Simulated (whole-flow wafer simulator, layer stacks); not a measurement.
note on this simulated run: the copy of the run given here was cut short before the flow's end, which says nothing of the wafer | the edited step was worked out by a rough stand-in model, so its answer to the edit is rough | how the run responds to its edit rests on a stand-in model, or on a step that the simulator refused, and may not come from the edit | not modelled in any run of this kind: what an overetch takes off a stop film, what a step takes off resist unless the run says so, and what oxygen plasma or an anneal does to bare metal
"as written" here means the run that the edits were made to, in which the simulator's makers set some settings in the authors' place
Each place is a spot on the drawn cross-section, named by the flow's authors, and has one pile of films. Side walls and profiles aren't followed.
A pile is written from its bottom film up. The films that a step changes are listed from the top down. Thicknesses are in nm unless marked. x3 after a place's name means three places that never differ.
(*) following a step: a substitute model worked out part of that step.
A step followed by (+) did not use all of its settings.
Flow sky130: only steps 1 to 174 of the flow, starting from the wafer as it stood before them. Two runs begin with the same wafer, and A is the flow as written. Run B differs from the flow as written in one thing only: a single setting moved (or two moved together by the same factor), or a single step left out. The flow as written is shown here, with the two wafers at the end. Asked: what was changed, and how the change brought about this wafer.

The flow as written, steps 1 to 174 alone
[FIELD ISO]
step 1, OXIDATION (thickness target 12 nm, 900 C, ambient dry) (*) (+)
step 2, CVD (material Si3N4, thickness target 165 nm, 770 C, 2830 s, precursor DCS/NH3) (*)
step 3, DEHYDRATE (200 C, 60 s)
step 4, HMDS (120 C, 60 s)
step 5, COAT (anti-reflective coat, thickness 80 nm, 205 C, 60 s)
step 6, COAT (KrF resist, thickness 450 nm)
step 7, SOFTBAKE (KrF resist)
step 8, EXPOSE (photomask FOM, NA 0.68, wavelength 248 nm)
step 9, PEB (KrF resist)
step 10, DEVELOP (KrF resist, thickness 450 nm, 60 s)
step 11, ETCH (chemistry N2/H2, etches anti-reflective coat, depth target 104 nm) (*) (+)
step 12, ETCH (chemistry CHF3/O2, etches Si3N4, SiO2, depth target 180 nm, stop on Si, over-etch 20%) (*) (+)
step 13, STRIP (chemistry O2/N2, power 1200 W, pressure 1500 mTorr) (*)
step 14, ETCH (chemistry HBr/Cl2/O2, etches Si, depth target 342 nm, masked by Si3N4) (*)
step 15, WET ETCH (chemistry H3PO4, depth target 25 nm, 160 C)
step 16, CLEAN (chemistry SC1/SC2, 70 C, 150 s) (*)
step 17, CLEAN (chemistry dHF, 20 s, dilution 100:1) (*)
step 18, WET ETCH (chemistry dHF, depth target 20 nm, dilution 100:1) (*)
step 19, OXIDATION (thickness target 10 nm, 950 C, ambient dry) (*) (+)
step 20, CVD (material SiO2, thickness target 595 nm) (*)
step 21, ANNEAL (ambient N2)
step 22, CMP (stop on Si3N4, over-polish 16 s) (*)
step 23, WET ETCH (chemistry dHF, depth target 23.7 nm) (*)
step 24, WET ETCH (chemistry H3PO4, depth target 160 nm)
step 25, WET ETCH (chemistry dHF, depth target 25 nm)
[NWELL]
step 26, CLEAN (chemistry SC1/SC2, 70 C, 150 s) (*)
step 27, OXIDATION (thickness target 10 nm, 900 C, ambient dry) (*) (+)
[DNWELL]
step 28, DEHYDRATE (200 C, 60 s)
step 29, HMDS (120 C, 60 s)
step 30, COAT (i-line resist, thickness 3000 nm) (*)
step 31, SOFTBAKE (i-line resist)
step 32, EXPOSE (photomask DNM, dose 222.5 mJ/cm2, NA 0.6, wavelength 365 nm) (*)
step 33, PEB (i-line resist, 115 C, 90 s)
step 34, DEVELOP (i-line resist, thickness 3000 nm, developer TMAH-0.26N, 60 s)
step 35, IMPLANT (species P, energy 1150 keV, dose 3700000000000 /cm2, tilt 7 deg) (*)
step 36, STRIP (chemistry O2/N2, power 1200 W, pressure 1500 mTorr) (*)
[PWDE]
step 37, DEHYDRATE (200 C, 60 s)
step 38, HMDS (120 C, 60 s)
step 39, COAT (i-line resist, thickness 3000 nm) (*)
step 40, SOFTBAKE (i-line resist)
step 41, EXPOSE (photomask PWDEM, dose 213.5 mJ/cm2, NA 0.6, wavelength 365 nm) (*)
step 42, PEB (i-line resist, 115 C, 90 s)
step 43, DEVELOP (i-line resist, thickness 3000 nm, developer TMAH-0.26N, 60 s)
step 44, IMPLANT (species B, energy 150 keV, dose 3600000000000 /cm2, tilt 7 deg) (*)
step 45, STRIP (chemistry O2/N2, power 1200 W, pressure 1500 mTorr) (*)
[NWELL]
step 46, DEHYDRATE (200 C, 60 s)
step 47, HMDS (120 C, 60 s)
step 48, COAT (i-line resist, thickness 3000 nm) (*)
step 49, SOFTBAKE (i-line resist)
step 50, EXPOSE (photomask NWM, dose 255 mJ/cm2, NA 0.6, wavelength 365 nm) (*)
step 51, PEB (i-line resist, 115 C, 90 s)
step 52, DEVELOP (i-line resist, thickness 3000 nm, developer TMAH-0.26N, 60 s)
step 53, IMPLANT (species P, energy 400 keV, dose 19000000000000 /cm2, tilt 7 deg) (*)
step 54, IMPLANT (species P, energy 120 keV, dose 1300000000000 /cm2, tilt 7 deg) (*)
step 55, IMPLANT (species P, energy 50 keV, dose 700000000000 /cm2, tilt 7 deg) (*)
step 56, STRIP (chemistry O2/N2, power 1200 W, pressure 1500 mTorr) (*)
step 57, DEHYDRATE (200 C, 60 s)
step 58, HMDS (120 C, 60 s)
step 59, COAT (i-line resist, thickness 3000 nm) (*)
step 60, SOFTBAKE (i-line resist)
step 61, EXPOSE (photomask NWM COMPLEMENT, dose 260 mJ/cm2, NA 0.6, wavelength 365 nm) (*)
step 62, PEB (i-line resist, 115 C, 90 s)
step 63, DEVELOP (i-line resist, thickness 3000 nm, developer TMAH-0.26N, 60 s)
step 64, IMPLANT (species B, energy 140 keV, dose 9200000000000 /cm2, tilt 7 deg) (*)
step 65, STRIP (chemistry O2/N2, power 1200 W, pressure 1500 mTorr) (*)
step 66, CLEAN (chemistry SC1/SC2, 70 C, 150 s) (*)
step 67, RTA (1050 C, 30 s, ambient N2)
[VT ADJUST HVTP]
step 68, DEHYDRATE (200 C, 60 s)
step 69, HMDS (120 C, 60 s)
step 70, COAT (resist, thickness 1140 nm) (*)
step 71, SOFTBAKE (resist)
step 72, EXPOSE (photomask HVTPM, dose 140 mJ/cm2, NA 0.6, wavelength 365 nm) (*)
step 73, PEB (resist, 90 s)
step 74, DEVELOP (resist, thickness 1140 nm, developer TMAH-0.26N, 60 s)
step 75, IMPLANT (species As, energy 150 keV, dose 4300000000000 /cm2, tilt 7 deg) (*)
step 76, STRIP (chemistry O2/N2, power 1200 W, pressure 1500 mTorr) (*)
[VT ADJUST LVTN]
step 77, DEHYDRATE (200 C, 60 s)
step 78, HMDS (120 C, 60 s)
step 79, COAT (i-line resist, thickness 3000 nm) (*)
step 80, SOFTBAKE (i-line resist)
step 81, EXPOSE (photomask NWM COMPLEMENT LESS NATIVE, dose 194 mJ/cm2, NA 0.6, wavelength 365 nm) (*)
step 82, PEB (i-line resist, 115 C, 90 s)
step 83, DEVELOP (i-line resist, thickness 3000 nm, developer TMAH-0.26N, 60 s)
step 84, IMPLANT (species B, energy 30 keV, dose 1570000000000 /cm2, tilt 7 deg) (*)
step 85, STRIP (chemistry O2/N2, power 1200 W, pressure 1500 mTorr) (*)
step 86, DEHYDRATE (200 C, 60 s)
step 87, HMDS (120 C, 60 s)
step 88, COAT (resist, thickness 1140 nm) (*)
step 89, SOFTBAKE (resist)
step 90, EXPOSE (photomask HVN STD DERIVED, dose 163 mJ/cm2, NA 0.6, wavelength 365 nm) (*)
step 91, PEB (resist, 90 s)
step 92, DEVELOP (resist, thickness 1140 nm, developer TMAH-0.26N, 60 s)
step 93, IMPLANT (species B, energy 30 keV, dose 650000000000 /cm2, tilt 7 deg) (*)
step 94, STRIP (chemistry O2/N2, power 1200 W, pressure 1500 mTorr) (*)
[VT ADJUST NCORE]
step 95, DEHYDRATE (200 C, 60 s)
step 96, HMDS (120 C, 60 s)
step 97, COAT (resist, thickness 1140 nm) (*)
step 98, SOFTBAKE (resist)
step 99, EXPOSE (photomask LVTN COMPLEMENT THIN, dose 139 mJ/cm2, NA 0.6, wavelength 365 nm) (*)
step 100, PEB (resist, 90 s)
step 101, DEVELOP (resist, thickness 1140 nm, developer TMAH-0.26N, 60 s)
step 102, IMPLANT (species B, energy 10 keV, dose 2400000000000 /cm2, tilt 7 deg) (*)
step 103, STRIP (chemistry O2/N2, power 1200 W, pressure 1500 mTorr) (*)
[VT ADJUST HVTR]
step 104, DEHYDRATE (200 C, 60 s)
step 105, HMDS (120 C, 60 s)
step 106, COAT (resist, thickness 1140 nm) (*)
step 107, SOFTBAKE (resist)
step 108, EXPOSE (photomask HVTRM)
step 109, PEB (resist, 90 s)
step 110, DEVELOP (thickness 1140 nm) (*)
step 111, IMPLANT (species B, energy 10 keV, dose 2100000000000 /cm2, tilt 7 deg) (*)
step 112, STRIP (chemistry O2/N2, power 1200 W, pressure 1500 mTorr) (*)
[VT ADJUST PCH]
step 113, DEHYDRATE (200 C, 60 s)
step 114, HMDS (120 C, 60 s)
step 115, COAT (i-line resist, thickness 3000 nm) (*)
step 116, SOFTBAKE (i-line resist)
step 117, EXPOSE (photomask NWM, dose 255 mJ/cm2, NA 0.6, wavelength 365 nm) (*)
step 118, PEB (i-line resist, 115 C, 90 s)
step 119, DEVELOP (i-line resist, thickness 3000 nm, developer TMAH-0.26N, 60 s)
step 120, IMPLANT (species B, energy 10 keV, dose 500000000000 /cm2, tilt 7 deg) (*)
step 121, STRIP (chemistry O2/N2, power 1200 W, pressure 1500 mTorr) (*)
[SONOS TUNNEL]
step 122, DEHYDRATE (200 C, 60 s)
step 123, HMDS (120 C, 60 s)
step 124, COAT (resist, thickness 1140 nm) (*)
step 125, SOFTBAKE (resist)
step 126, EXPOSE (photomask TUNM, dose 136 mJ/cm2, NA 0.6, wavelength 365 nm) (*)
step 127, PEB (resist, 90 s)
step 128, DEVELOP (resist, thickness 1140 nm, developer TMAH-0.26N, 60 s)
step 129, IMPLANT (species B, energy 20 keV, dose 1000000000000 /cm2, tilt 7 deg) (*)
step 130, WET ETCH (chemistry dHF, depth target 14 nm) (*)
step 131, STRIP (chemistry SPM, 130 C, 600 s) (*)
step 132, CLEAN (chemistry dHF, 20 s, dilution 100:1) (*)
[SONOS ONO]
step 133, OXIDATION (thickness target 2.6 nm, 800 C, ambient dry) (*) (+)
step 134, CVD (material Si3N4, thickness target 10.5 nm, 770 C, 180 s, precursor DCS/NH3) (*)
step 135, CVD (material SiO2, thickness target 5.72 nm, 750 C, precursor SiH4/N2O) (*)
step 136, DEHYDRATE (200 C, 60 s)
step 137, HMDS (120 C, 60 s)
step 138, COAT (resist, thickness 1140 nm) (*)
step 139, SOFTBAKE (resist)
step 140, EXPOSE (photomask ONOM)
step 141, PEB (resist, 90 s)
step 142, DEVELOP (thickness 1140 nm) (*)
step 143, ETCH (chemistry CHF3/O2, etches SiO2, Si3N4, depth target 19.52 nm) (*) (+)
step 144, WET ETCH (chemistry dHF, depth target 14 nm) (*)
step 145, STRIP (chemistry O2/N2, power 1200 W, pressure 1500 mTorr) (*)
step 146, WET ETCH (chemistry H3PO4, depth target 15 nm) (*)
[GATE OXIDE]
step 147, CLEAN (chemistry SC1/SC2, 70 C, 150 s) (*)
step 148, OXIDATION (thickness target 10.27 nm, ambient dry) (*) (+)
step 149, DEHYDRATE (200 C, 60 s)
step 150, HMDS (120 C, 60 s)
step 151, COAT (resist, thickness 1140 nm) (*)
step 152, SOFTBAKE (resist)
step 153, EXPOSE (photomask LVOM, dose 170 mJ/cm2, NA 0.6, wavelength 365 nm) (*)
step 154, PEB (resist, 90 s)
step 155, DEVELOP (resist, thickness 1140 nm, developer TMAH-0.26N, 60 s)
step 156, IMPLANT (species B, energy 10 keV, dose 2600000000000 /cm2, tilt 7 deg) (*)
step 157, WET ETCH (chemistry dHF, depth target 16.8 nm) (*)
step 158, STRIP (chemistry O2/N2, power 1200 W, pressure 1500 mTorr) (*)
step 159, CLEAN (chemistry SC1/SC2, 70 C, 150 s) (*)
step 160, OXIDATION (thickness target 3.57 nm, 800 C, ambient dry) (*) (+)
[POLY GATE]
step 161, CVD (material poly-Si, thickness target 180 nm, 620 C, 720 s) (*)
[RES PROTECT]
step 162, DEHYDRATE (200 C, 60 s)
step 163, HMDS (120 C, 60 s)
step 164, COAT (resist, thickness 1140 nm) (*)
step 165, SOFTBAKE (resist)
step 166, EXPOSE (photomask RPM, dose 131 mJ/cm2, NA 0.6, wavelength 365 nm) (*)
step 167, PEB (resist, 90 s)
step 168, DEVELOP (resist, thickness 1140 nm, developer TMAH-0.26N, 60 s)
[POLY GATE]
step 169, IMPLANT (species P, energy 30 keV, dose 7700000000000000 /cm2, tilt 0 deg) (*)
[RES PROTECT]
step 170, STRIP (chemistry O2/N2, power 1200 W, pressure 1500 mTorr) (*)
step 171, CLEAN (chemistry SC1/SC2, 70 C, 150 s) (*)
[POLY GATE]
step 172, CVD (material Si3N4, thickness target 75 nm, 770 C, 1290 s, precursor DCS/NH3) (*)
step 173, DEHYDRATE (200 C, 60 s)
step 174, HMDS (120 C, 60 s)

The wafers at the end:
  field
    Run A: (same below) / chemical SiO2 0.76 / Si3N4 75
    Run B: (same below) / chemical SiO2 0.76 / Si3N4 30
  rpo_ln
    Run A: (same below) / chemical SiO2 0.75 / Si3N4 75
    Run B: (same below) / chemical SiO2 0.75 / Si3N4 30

The reason: step 172, CVD: 516 s was run, though the flow has 1290 s.

The path from the change to this, step by step:
  step 172, CVD (material Si3N4, thickness target 75 nm, 770 C, 1290 s, precursor DCS/NH3) (*)
      field, active, n_well and 187 more: A Si3N4 gains 75 (new film) | B Si3N4 gains 30 (new film)
